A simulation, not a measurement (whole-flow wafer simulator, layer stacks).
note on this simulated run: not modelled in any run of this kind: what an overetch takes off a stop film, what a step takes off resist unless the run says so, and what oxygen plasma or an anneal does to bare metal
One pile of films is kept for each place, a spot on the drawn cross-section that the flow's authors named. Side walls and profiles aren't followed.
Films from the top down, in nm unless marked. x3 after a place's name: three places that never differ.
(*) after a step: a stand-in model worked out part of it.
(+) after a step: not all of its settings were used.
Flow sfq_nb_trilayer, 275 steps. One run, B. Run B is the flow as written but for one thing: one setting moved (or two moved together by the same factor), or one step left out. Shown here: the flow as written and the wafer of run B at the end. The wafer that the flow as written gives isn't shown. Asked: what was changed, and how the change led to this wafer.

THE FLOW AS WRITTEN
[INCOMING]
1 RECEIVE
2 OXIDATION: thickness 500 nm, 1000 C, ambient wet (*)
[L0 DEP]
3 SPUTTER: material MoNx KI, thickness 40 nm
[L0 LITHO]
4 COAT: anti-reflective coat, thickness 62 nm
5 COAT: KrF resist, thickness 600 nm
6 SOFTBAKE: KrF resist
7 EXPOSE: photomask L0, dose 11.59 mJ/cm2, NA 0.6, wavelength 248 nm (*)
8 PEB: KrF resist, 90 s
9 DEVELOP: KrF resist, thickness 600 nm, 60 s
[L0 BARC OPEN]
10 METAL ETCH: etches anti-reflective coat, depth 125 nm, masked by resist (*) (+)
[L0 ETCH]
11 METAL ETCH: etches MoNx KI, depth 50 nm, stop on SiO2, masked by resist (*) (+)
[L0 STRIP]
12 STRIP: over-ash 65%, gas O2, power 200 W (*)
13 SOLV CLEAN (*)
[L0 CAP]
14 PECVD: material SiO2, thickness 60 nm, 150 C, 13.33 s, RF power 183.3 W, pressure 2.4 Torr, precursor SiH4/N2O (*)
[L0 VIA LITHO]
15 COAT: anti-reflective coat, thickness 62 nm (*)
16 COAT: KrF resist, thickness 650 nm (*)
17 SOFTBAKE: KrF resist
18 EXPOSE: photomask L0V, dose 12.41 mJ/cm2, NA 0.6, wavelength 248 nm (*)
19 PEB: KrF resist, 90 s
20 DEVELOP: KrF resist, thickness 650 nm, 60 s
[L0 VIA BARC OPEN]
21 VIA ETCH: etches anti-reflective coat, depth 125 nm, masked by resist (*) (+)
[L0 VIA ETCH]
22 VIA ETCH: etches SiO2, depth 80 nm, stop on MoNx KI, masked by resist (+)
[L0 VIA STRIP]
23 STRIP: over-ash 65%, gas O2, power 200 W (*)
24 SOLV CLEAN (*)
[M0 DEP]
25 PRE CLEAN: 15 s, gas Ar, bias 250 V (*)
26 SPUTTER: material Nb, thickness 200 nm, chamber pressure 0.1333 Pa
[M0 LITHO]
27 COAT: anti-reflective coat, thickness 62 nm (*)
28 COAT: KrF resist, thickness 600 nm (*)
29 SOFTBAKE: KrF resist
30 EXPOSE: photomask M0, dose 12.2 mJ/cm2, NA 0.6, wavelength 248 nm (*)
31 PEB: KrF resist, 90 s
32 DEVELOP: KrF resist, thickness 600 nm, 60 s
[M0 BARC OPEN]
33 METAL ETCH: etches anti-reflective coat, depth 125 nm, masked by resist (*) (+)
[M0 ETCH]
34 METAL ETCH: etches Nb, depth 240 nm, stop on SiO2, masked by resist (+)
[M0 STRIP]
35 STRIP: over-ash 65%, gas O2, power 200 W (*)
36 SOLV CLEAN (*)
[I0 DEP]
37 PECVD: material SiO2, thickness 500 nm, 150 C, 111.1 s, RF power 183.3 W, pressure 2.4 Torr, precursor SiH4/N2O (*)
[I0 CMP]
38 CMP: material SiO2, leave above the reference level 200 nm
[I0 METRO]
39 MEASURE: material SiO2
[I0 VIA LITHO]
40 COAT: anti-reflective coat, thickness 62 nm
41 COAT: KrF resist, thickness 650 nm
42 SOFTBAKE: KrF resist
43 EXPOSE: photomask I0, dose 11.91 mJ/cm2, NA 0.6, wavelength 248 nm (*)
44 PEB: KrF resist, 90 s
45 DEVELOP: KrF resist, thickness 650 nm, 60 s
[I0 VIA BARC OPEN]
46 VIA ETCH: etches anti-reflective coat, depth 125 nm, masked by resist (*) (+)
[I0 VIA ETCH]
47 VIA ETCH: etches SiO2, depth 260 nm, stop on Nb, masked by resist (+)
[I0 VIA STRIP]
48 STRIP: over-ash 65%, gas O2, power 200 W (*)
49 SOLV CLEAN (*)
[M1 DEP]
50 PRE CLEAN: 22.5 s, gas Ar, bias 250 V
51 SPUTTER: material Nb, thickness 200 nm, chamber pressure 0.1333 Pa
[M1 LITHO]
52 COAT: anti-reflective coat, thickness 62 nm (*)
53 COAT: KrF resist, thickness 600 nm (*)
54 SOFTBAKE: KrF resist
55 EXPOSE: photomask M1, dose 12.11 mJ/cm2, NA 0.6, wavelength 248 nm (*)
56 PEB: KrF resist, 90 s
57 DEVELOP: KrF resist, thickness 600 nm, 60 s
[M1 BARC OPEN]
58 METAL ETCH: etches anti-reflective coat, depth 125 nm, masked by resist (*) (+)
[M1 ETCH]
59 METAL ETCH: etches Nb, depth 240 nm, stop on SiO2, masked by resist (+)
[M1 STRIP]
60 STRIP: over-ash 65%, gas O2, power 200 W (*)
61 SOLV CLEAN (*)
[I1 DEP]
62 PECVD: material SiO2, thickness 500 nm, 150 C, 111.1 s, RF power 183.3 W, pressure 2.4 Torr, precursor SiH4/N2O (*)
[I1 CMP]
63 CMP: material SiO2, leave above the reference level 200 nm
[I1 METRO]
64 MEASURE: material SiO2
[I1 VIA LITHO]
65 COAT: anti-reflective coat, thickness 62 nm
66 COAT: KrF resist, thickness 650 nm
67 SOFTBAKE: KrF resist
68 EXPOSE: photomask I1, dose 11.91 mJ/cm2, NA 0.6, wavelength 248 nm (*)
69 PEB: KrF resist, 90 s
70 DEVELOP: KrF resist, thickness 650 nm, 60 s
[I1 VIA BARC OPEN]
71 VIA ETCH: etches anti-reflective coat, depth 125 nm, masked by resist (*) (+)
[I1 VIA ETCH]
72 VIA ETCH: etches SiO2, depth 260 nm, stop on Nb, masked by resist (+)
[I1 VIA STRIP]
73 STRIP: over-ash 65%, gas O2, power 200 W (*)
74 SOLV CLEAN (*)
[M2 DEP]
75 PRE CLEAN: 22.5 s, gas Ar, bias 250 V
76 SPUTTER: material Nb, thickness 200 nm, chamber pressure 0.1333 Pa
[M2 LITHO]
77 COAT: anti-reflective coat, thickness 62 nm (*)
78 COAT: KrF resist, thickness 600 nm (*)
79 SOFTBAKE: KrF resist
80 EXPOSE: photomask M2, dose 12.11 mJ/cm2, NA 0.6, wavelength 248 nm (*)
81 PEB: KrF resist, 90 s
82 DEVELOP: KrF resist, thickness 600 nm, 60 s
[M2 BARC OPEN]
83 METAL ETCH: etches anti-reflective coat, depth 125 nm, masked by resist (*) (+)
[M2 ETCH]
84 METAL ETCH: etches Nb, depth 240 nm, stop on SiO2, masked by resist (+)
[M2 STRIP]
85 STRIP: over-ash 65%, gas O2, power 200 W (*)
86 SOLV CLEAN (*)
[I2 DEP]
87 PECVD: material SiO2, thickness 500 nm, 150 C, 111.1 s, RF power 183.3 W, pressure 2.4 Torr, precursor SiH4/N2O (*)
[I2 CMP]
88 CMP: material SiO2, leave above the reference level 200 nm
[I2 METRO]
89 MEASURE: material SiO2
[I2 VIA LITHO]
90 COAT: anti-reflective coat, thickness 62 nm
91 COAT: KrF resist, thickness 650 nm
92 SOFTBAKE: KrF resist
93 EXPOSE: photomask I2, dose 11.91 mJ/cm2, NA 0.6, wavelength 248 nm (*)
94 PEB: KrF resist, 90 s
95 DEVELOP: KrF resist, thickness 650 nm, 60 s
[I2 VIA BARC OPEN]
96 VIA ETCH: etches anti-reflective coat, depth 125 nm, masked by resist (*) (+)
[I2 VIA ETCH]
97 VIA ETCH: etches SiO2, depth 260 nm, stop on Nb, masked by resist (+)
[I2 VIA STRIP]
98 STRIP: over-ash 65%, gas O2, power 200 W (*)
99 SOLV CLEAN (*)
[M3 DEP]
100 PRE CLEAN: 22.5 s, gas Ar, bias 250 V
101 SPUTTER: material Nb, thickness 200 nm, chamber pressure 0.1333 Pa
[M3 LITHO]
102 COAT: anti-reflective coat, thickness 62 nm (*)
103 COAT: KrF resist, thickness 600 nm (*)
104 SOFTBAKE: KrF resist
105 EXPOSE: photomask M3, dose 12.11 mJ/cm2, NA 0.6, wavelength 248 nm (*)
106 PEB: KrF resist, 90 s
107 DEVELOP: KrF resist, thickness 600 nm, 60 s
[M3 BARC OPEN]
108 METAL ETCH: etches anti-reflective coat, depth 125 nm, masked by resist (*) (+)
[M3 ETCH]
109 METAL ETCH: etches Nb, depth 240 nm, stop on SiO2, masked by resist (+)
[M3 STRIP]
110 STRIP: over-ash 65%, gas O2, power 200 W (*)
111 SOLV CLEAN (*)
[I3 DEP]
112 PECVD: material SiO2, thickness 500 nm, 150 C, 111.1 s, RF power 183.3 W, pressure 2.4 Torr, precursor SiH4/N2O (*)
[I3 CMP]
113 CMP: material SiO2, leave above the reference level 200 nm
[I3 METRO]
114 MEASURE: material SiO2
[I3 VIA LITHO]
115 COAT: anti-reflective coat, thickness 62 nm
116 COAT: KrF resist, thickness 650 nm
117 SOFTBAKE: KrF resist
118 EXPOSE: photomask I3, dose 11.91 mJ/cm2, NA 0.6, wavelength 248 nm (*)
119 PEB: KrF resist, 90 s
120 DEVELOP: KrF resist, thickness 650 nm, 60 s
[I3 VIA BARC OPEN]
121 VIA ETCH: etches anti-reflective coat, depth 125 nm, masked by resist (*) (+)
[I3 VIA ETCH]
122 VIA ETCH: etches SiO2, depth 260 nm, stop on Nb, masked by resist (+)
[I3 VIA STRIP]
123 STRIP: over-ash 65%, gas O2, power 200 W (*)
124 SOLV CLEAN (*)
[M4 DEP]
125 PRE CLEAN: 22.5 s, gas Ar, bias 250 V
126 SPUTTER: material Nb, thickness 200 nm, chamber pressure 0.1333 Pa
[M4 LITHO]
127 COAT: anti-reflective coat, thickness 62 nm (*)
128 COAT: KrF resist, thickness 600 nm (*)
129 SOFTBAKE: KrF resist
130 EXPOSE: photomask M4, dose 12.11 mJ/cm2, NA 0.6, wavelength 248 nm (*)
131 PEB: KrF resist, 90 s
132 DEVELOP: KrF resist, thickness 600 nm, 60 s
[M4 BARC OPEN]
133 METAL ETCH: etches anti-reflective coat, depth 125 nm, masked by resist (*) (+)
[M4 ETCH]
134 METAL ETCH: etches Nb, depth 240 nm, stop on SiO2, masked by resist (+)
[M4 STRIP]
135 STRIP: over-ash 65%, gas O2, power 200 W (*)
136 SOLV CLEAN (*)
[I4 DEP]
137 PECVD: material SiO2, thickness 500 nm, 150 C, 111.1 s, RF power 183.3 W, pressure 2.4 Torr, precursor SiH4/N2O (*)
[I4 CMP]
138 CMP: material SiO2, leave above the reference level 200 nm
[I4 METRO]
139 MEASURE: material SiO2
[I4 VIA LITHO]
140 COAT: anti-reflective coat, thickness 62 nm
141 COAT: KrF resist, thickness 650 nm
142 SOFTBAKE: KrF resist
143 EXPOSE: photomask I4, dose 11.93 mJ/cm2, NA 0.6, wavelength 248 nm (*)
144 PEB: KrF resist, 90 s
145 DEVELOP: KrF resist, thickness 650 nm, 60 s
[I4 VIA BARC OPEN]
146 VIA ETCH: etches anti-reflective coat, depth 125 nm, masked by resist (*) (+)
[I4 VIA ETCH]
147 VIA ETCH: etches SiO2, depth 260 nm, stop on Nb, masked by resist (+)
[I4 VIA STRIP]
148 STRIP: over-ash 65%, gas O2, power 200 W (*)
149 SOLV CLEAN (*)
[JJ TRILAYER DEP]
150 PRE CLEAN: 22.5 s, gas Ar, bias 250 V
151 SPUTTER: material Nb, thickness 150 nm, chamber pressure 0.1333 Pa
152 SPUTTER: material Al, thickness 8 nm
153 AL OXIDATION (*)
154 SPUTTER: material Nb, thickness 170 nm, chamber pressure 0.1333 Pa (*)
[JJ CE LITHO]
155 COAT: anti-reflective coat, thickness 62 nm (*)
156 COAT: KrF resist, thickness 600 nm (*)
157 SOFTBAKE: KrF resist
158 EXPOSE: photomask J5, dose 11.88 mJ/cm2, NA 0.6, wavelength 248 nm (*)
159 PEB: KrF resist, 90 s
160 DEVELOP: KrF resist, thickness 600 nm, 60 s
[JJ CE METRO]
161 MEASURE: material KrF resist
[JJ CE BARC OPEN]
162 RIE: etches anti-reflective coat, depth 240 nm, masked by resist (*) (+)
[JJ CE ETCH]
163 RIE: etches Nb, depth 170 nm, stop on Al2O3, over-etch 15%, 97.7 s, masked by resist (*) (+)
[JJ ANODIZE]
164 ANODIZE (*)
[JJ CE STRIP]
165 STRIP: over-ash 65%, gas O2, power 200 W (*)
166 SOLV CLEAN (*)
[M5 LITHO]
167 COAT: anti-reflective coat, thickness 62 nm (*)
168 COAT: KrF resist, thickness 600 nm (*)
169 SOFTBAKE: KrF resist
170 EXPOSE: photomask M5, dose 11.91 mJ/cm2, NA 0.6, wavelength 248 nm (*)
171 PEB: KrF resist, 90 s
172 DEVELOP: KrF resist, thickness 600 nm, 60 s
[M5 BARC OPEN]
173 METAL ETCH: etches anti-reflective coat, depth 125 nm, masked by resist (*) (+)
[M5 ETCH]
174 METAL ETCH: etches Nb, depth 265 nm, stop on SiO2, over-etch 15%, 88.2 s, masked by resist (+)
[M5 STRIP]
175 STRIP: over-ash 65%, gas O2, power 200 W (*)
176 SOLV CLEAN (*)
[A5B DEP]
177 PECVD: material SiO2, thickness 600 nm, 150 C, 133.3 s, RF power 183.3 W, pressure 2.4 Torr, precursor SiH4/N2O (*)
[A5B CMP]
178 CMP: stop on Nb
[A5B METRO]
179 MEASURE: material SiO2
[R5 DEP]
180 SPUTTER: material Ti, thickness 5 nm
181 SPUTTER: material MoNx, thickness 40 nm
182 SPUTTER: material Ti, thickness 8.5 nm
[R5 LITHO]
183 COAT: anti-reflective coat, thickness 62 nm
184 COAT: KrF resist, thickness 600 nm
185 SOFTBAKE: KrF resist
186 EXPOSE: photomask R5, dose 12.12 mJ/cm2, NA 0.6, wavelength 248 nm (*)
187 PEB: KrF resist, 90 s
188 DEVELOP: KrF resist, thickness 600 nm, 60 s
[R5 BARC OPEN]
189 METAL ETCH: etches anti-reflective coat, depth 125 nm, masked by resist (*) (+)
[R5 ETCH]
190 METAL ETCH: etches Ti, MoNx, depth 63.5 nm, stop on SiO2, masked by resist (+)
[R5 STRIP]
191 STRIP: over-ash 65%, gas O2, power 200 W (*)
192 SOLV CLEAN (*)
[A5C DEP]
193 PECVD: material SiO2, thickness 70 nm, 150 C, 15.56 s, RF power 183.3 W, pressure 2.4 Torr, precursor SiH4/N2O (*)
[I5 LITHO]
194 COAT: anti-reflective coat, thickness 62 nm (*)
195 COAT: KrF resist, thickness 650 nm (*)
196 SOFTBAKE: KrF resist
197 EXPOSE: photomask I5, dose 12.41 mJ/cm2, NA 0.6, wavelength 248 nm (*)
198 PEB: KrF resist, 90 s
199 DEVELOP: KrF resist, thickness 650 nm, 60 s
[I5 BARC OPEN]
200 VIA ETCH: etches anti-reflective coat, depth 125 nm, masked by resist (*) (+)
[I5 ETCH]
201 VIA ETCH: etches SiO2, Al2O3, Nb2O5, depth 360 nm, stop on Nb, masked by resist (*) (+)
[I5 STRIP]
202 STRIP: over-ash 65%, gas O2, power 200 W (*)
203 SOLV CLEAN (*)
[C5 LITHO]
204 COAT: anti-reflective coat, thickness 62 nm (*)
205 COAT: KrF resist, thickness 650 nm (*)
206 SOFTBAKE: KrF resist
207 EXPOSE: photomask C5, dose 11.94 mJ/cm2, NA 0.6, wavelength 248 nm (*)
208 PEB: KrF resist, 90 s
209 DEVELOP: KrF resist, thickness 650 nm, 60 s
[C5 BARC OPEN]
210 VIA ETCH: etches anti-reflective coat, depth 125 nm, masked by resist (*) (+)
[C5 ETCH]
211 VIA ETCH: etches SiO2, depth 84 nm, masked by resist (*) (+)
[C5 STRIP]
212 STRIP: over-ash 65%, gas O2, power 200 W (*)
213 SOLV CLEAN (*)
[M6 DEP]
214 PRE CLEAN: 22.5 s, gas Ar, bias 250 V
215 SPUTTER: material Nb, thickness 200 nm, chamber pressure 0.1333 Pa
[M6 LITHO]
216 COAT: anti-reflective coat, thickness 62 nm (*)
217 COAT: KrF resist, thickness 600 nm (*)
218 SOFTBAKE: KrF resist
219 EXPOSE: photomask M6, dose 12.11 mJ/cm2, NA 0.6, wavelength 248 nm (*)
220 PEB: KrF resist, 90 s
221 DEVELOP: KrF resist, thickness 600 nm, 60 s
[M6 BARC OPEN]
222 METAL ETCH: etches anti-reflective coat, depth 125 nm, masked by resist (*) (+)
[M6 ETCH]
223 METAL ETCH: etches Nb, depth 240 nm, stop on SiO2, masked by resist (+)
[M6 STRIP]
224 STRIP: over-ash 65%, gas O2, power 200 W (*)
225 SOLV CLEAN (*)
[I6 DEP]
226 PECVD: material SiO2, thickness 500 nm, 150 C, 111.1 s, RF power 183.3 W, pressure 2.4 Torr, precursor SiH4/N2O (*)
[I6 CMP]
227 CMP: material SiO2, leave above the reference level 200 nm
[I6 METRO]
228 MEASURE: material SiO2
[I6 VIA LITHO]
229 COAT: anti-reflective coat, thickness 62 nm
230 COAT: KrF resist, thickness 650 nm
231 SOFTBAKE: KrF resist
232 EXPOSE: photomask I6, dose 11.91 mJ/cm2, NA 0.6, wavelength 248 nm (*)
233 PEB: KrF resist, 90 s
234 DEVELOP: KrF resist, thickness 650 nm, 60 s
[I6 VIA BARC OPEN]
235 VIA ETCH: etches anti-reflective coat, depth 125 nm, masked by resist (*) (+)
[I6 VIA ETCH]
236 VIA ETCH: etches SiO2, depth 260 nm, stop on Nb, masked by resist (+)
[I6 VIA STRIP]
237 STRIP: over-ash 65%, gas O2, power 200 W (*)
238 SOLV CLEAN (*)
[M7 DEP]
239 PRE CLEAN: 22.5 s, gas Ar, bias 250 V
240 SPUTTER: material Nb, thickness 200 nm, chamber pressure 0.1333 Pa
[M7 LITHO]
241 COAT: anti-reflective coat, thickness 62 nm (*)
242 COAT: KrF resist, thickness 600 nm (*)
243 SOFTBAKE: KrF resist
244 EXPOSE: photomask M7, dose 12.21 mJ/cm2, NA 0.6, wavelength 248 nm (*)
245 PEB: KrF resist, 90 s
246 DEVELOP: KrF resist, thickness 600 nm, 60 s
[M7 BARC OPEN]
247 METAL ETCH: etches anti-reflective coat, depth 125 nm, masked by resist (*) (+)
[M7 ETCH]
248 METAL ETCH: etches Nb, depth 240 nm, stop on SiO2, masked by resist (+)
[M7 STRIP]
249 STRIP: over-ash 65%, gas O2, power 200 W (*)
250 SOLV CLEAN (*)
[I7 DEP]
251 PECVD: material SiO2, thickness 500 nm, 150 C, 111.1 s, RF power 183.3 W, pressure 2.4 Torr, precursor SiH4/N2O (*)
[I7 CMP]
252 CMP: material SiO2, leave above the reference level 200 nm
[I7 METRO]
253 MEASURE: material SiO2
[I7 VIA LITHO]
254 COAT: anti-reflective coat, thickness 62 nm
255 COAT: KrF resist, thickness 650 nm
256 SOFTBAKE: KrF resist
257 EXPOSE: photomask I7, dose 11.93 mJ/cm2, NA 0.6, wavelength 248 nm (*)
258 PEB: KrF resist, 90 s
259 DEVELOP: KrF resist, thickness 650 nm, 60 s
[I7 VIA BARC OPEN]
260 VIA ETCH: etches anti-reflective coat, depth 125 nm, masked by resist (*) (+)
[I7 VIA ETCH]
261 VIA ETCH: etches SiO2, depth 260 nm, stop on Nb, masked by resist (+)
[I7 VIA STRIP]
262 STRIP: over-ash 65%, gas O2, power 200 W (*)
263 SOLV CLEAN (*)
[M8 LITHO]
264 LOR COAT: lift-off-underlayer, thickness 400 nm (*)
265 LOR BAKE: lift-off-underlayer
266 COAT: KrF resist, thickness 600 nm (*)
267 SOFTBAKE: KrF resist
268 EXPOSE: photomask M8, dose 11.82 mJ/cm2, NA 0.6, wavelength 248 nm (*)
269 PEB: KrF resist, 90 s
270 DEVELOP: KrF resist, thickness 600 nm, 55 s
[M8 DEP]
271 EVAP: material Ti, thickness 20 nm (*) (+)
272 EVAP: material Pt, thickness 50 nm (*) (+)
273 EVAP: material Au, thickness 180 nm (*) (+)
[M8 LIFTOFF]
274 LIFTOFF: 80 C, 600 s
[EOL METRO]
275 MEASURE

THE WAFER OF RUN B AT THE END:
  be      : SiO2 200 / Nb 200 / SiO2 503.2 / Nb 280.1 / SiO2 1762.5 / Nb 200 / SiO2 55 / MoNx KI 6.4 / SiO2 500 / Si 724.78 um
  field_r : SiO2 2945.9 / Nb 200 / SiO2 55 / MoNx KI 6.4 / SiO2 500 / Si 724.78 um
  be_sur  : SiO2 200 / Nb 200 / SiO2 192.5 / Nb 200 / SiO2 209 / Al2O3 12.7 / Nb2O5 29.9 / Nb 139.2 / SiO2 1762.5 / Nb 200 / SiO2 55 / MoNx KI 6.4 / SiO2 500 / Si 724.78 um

The cause: step 3, SPUTTER: thickness 56.4 nm was run, where the flow has thickness 40 nm.

How the change led to this, step by step:
  3 SPUTTER: material MoNx KI, thickness 40 nm
      field_l, v_sur, via_wl and 103 more: MoNx KI +56.4 (new film) (as written it would be: MoNx KI +40 (new film))
  11 METAL ETCH: etches MoNx KI, depth 50 nm, stop on SiO2, masked by resist (*) (+)
      v_sur, via_wl, via_w and 97 more: MoNx KI -50 (as written it would be: MoNx KI -40 (all of it))
  14 PECVD: material SiO2, thickness 60 nm, 150 C, 13.33 s, RF power 183.3 W, pressure 2.4 Torr, precursor SiH4/N2O (*)
      v_sur, via_wl, via_w and 97 more: SiO2 +60 (new film) (as written it would be: SiO2 +60)
  15 COAT: anti-reflective coat, thickness 62 nm (*)
      field_l: anti-reflective coat +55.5 (new film) (as written it would be: anti-reflective coat +56.7 (new film))
      v_sur: anti-reflective coat +74.9 (new film) (as written it would be: anti-reflective coat +72.2 (new film))
      (and at 2 more places)
  23 STRIP: over-ash 65%, gas O2, power 200 W (*)
      field_l: KrF resist -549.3 (all of it), anti-reflective coat -55.5 (all of it) (as written it would be: KrF resist -551.4 (all of it), anti-reflective coat -56.7 (all of it))
      v_sur: KrF resist -573.1 (all of it), anti-reflective coat -74.9 (all of it) (as written it would be: KrF resist -570.5 (all of it), anti-reflective coat -72.2 (all of it))
      (and at 2 more places)
  27 COAT: anti-reflective coat, thickness 62 nm (*)
      v_sur: anti-reflective coat +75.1 (new film) (as written it would be: anti-reflective coat +72.3 (new film))
      l0_sur: anti-reflective coat +46.5 (new film) (as written it would be: anti-reflective coat +47.5 (new film))
      (and at 1 more place)
  35 STRIP: over-ash 65%, gas O2, power 200 W (*)
      v_sur: KrF resist -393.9 (all of it), anti-reflective coat -75.1 (all of it) (as written it would be: KrF resist -391.6 (all of it), anti-reflective coat -72.3 (all of it))
      l0_sur: KrF resist -369.2 (all of it), anti-reflective coat -46.5 (all of it) (as written it would be: KrF resist -372 (all of it), anti-reflective coat -47.5 (all of it))
      (and at 1 more place)
  38 CMP: material SiO2, leave above the reference level 200 nm
      field_l, l0_sur, l0r_line_l, l0r_line_c, l0r_line_r: SiO2 -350 (as written it would be: SiO2 -340)
      l0v: SiO2 -287.8 (as written it would be: SiO2 -277.8)
Counting metal films that touch as one body, be has 4 bodies (between them, from the top down: SiO2 503.2; SiO2 1762.5; SiO2 55); the flow as written gives 3 bodies (between them, from the top down: SiO2 503.2; SiO2 1762.5).
Counting metal films that touch as one body, field_r has 2 bodies (between them, from the top down: SiO2 55); the flow as written gives 1 body.
Counting metal films that touch as one body, be_sur has 5 bodies (between them, from the top down: SiO2 192.5; SiO2 209 / Al2O3 12.7 / Nb2O5 29.9; SiO2 1762.5; SiO2 55); the flow as written gives 4 bodies (between them, from the top down: SiO2 192.5; SiO2 209 / Al2O3 12.7 / Nb2O5 29.9; SiO2 1762.5).
